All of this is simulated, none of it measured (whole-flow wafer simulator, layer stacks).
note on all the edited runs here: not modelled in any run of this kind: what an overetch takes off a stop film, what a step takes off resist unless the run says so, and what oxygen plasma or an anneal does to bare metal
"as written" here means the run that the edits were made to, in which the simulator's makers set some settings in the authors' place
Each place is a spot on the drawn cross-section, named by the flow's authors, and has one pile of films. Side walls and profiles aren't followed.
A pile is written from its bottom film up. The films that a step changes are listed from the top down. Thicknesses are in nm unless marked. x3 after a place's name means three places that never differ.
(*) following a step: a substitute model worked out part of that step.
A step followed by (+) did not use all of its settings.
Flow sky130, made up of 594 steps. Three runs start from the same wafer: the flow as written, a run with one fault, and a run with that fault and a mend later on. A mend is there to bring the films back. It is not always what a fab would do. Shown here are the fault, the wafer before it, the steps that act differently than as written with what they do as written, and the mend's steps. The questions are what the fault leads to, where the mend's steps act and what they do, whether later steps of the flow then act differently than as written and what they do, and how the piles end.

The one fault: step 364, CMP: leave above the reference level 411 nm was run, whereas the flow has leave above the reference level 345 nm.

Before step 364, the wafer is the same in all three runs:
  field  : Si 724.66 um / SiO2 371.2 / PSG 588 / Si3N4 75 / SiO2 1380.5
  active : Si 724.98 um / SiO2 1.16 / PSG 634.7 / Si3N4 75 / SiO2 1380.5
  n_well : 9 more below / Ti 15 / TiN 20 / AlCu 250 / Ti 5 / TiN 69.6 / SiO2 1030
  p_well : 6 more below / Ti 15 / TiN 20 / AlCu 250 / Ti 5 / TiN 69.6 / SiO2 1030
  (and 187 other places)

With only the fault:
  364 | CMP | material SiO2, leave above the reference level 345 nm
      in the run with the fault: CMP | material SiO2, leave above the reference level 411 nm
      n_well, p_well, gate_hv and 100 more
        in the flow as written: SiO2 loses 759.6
        in the run with the fault: SiO2 loses 693.6
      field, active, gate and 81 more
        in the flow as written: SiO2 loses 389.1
        in the run with the fault: SiO2 loses 323.1
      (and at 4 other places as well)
  Steps later in the flow that act otherwise than as written (9 other steps are not shown; they differ only slightly, by no more than 2% or 0.5 nm, whichever is larger):
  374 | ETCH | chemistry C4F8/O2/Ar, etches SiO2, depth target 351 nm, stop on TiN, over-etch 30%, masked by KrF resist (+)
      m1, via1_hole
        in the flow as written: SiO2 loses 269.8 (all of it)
        in the run with the fault: SiO2 loses 335.8 (all of it)
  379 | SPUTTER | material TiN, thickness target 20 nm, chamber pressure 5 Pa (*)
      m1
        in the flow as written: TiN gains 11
        in the run with the fault: TiN gains 9.79
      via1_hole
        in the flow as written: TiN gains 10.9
        in the run with the fault: TiN gains 9.77
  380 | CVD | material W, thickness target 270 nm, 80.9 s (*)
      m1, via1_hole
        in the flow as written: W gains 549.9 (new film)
        in the run with the fault: W gains 617.1 (new film)
  The piles end different from the flow's at n_well, p_well, gate_hv and 115 more by more than 2% or 0.5 nm, whichever is larger.
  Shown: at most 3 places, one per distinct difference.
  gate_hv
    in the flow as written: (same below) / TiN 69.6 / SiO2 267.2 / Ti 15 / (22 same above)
    in the run with the fault: (same below) / TiN 69.6 / SiO2 333.2 / Ti 15 / (22 same above)
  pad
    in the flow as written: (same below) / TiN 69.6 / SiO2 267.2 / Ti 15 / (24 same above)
    in the run with the fault: (same below) / TiN 69.6 / SiO2 333.2 / Ti 15 / (24 same above)
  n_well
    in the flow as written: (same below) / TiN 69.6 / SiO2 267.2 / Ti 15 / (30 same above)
    in the run with the fault: (same below) / TiN 69.6 / SiO2 333.2 / Ti 15 / (30 same above)

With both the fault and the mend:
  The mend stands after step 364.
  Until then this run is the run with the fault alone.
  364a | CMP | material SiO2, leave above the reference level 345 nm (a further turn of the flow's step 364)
      field, active, n_well and 188 more
        SiO2 loses 66
  Later steps of the flow that are run all act as written at every place that is followed.
  At every place that both follow, the piles at the end match the flow's.
